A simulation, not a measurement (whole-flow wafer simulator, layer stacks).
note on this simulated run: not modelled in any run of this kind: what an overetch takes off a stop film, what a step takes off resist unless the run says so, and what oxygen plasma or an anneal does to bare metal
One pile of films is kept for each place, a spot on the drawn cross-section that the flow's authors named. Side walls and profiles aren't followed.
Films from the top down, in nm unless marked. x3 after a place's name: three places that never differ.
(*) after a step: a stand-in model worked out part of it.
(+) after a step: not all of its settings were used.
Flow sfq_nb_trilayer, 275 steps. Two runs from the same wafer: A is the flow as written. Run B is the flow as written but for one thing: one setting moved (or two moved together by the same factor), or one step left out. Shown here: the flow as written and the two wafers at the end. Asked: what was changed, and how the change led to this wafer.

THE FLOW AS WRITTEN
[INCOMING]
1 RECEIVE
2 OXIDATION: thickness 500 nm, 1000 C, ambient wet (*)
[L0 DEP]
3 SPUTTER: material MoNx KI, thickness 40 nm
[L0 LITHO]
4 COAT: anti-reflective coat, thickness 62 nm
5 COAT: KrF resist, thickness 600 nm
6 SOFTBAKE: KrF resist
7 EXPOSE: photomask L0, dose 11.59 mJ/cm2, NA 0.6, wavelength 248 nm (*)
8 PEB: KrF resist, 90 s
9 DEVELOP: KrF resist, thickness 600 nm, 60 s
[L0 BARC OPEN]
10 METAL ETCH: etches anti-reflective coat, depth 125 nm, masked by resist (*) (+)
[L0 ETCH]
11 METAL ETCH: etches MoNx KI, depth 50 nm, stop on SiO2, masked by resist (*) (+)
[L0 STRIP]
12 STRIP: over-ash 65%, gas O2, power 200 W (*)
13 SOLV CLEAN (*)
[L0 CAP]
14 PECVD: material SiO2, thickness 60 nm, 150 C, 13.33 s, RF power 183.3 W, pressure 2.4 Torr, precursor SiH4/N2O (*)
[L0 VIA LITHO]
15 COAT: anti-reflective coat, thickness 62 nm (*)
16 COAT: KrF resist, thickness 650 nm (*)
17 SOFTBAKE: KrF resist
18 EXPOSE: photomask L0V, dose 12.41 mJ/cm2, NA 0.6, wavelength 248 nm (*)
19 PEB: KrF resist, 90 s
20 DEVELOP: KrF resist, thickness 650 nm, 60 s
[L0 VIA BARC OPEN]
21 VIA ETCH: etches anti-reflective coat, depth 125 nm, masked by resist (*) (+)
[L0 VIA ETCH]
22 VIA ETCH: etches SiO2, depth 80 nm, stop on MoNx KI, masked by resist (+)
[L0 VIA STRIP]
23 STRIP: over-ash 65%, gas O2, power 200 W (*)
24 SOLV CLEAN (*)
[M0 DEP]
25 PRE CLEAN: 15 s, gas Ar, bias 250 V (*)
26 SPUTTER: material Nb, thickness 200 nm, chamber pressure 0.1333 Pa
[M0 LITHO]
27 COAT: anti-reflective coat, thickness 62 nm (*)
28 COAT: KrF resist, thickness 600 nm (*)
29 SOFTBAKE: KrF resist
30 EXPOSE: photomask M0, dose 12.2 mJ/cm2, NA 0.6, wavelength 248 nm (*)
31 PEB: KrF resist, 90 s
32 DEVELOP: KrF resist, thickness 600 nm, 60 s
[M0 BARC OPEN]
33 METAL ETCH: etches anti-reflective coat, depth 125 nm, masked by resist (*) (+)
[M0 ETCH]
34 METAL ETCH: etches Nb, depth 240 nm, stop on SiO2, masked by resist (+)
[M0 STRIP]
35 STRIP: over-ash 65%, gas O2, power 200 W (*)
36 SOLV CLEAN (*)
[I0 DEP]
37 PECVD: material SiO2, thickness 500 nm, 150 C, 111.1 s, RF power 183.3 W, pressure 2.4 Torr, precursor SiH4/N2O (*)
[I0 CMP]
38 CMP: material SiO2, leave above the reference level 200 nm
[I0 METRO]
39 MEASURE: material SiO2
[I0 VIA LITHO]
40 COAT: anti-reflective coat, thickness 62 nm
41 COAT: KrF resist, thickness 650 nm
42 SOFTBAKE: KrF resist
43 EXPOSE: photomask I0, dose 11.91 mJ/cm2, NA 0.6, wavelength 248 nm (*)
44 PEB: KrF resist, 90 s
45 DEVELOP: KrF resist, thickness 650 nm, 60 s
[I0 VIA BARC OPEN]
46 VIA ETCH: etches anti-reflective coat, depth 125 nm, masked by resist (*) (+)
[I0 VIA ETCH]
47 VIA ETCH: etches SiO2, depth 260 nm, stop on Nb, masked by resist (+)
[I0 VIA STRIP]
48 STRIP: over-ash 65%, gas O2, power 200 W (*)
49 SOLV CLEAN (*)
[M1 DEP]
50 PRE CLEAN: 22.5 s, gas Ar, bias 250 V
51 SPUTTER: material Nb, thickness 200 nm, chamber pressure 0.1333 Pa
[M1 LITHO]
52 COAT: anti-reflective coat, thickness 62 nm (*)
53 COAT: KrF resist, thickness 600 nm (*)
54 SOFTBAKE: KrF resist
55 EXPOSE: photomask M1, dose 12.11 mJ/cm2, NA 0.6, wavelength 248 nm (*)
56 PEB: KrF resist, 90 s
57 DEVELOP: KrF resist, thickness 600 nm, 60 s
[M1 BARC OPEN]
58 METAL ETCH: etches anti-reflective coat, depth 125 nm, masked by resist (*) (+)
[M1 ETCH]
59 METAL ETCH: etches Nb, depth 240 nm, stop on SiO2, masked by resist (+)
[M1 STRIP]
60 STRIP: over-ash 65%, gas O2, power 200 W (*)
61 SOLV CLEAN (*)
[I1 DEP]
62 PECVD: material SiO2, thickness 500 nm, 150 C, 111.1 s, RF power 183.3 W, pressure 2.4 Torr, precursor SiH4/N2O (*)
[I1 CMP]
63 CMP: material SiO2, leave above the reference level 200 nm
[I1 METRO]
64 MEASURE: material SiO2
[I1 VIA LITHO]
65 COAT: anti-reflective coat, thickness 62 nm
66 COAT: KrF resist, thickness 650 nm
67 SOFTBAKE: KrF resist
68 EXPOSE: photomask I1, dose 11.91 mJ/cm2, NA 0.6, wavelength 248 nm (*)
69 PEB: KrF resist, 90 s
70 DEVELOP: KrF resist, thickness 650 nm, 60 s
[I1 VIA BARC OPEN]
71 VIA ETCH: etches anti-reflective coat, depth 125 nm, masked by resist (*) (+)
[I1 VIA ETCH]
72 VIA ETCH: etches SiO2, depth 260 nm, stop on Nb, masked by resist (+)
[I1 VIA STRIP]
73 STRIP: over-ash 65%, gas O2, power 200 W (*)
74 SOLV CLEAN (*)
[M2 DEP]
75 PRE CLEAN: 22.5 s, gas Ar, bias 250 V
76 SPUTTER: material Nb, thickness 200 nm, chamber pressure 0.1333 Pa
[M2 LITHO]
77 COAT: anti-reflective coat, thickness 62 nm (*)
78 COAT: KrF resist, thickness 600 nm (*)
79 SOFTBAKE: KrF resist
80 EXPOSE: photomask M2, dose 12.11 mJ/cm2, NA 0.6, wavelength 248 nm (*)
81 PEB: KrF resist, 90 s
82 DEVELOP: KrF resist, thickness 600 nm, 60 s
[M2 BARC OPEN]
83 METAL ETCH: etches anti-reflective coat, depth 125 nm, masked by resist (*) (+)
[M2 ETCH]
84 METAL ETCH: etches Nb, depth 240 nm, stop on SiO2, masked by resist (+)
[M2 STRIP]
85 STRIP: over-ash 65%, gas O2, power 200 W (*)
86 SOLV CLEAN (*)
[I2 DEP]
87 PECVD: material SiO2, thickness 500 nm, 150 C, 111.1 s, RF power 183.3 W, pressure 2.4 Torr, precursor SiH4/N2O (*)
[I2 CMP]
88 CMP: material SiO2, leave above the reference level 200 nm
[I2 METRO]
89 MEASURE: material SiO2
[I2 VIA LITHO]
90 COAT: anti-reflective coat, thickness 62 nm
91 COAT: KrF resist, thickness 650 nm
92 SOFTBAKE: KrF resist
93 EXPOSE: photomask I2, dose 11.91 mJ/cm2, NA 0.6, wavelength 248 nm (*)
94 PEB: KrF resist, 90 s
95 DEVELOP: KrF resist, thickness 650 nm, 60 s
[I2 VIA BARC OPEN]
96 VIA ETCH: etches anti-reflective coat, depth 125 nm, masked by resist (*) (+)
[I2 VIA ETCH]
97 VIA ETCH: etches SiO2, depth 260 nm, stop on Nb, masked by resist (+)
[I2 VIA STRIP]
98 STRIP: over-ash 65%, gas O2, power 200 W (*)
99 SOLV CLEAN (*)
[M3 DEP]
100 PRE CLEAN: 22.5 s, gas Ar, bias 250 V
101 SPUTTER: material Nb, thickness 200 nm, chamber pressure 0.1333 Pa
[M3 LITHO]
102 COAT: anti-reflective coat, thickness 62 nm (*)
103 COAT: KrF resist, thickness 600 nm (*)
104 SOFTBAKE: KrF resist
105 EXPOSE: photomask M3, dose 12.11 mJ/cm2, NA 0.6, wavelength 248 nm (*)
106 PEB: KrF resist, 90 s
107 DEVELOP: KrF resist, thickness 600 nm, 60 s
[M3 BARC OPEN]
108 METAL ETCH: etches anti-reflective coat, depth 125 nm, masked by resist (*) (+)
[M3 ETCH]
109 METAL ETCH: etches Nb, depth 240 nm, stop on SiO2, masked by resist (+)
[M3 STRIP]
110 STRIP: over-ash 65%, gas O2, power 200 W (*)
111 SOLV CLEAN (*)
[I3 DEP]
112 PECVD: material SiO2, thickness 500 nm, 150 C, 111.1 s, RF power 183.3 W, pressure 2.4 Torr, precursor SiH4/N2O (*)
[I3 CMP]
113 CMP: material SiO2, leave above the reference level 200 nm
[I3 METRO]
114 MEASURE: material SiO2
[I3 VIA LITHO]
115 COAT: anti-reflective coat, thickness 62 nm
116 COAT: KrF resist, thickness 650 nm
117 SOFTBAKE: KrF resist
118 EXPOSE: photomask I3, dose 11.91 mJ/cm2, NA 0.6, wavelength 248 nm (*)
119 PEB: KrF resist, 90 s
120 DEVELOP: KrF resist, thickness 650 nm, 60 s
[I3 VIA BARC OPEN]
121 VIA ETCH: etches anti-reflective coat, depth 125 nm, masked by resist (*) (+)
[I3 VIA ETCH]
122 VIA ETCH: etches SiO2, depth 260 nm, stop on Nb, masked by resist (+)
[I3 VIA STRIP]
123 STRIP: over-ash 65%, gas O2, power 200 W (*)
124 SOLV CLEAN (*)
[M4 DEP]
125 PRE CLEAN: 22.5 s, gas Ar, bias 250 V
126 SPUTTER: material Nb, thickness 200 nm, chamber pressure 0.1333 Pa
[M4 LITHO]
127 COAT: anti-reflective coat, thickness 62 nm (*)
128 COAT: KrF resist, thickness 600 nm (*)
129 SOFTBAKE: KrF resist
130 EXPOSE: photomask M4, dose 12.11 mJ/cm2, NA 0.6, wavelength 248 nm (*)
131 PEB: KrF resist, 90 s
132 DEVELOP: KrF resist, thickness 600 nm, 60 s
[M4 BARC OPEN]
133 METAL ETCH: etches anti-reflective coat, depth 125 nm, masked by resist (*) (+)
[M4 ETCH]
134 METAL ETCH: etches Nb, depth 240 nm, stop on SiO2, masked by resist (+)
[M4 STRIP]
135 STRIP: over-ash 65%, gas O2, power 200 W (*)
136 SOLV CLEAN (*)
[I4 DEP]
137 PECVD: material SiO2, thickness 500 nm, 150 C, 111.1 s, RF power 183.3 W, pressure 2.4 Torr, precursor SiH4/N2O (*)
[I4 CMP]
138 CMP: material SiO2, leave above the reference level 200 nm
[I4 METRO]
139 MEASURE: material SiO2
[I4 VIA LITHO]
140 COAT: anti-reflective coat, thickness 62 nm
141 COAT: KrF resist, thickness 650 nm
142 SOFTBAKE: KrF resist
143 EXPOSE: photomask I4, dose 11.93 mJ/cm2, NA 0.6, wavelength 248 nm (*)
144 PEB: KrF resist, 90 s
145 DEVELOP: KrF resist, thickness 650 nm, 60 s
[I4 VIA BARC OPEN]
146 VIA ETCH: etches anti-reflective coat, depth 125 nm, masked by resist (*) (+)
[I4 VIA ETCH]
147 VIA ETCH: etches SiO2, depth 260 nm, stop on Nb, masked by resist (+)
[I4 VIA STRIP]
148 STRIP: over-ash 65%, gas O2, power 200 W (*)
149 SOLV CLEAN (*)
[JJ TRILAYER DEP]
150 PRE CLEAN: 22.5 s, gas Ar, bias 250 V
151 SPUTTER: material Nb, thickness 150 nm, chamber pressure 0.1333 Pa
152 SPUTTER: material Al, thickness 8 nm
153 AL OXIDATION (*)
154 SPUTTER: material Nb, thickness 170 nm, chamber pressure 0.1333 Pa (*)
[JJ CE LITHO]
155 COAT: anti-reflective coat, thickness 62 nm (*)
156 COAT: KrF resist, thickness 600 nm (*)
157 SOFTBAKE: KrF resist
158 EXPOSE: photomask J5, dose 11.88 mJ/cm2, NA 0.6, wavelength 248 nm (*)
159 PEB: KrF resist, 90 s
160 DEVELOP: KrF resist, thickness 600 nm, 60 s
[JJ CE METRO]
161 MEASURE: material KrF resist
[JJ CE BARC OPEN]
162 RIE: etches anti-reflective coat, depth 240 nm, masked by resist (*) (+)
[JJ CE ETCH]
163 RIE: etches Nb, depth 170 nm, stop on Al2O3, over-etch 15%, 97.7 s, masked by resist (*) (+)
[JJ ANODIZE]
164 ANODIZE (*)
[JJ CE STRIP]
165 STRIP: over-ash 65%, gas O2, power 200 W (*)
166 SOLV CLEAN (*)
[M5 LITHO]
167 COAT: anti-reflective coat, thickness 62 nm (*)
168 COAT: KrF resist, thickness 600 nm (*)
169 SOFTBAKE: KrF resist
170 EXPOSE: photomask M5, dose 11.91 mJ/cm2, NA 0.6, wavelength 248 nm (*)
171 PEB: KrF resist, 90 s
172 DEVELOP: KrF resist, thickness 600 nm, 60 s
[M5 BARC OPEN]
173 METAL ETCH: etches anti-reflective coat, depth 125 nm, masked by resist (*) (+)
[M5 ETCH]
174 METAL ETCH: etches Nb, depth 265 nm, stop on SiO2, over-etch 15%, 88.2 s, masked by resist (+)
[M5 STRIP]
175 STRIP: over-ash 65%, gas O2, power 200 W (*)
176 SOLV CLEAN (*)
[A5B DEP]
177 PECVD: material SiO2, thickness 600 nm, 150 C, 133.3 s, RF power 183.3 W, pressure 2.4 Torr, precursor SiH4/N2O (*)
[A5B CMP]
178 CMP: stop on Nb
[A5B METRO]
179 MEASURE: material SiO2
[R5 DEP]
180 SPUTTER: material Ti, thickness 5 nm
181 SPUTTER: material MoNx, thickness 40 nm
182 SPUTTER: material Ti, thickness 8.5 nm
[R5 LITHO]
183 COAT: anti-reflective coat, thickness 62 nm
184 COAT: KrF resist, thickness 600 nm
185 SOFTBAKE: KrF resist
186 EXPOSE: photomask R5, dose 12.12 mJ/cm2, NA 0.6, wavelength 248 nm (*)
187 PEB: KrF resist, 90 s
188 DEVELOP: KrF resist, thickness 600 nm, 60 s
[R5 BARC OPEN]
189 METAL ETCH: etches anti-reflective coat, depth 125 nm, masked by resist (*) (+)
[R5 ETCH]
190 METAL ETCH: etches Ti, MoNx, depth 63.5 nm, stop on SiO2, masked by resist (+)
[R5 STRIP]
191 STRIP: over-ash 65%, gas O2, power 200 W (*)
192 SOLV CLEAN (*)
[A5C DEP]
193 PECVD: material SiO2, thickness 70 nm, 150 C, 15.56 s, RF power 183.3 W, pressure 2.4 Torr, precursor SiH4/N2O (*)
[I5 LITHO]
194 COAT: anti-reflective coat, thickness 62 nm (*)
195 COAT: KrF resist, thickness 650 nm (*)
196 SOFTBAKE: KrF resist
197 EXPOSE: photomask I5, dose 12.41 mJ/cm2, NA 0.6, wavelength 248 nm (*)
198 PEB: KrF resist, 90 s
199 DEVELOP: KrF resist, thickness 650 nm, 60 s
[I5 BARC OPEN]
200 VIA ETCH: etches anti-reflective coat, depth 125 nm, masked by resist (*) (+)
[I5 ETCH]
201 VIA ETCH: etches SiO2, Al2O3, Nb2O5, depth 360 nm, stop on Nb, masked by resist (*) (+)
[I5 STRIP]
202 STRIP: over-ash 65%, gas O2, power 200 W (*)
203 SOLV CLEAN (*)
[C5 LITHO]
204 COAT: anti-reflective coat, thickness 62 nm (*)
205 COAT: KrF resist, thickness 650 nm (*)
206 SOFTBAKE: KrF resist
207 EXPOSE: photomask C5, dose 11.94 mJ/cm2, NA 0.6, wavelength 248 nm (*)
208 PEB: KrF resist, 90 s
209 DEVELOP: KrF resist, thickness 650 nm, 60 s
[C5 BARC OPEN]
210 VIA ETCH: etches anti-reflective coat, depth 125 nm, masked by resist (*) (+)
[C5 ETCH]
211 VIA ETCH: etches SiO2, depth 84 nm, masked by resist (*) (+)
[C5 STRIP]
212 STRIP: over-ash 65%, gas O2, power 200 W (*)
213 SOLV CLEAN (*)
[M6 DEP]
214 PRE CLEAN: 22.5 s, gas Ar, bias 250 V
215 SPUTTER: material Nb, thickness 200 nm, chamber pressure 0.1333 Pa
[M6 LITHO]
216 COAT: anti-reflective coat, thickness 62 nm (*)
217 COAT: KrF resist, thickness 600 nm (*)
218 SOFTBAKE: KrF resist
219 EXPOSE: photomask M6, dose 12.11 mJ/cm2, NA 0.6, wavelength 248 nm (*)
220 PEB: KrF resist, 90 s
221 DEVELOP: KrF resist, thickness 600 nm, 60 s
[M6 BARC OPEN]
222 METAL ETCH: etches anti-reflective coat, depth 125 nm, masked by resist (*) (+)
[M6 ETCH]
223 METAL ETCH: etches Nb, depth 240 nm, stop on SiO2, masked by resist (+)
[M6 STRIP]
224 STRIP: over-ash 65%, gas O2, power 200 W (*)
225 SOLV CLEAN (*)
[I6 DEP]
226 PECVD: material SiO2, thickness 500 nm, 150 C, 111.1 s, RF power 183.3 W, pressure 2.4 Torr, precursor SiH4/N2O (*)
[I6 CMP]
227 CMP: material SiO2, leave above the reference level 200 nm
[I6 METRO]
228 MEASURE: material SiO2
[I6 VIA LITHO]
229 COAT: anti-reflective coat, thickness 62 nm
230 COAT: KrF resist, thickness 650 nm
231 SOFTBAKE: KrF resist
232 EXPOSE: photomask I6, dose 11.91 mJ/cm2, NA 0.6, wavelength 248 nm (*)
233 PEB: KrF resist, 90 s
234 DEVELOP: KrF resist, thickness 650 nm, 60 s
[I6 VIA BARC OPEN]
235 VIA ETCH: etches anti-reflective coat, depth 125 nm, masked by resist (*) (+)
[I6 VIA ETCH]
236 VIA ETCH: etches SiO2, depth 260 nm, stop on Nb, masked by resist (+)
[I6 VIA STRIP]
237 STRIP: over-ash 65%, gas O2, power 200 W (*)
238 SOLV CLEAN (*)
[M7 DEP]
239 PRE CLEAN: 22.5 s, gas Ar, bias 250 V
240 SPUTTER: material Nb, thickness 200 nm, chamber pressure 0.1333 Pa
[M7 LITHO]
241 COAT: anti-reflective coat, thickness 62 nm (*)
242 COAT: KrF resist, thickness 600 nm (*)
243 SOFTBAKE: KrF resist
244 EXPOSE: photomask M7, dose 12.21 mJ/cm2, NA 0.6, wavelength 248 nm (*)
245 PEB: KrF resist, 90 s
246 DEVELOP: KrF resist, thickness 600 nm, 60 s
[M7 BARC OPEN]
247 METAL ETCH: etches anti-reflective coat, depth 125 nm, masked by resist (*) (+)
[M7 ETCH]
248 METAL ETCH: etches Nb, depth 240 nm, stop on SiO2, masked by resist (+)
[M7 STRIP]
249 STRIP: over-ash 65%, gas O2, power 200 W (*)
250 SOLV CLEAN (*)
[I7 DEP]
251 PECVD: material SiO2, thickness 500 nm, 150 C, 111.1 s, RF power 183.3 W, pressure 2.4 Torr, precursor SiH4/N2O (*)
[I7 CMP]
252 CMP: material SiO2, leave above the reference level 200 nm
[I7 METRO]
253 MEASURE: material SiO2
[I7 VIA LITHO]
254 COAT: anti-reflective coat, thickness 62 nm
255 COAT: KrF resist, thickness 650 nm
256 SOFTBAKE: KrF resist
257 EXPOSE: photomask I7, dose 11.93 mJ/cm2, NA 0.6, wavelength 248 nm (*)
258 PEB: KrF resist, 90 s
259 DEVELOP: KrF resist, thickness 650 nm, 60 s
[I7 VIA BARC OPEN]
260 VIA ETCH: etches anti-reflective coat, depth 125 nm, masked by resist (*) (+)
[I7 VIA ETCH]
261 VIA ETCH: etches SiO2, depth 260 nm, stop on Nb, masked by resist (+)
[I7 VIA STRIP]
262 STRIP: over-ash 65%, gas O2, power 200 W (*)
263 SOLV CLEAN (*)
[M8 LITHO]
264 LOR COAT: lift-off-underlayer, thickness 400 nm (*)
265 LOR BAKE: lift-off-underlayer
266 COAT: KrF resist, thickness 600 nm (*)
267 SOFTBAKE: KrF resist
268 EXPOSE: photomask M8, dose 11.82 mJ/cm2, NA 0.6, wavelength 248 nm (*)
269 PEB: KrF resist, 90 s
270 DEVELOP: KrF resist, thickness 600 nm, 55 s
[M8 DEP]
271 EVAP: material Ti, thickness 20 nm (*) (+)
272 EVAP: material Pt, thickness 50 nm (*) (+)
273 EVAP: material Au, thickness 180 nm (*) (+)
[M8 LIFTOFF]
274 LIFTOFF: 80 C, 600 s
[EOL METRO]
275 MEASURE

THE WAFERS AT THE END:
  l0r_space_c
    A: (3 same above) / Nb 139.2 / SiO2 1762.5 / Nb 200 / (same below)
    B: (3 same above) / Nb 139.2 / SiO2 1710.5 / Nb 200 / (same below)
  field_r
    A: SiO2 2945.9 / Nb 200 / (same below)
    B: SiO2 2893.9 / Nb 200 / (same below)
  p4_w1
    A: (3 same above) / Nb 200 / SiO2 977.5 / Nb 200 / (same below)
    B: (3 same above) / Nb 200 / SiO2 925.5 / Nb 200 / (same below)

The cause: step 63, CMP: leave above the reference level 148 nm was run, where the flow has leave above the reference level 200 nm.

How the change led to this, step by step:
  63 CMP: material SiO2, leave above the reference level 200 nm
      field_l, be, be_sur and 72 more: A SiO2 -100 | B SiO2 -152
      v_sur, via_wl, via_wr and 20 more: A SiO2 -300 | B SiO2 -352
      (and at 8 more places)
  72 VIA ETCH: etches SiO2, depth 260 nm, stop on Nb, masked by resist (+)
      field_l, v_sur, via_wl and 102 more: A KrF resist -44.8 | B KrF resist -38.2
      via_v: A SiO2 -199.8 (all of it) | B SiO2 -147.8 (all of it)
  76 SPUTTER: material Nb, thickness 200 nm, chamber pressure 0.1333 Pa
      via_v: A Nb +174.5 | B Nb +185.1
  77 COAT: anti-reflective coat, thickness 62 nm (*)
      via_v: A anti-reflective coat +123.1 (new film) | B anti-reflective coat +110.9 (new film)
  78 COAT: KrF resist, thickness 600 nm (*)
      via_v: A KrF resist +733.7 (new film) | B KrF resist +691.5 (new film)
  85 STRIP: over-ash 65%, gas O2, power 200 W (*)
      via_v: A KrF resist -515.8 (all of it), anti-reflective coat -123.1 (all of it) | B KrF resist -473.7 (all of it), anti-reflective coat -110.9 (all of it)
  87 PECVD: material SiO2, thickness 500 nm, 150 C, 111.1 s, RF power 183.3 W, pressure 2.4 Torr, precursor SiH4/N2O (*)
      via_v: A SiO2 +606 (new film) | B SiO2 +518.9 (new film)
  88 CMP: material SiO2, leave above the reference level 200 nm
      via_v: A SiO2 -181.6 | B SiO2 -157.1
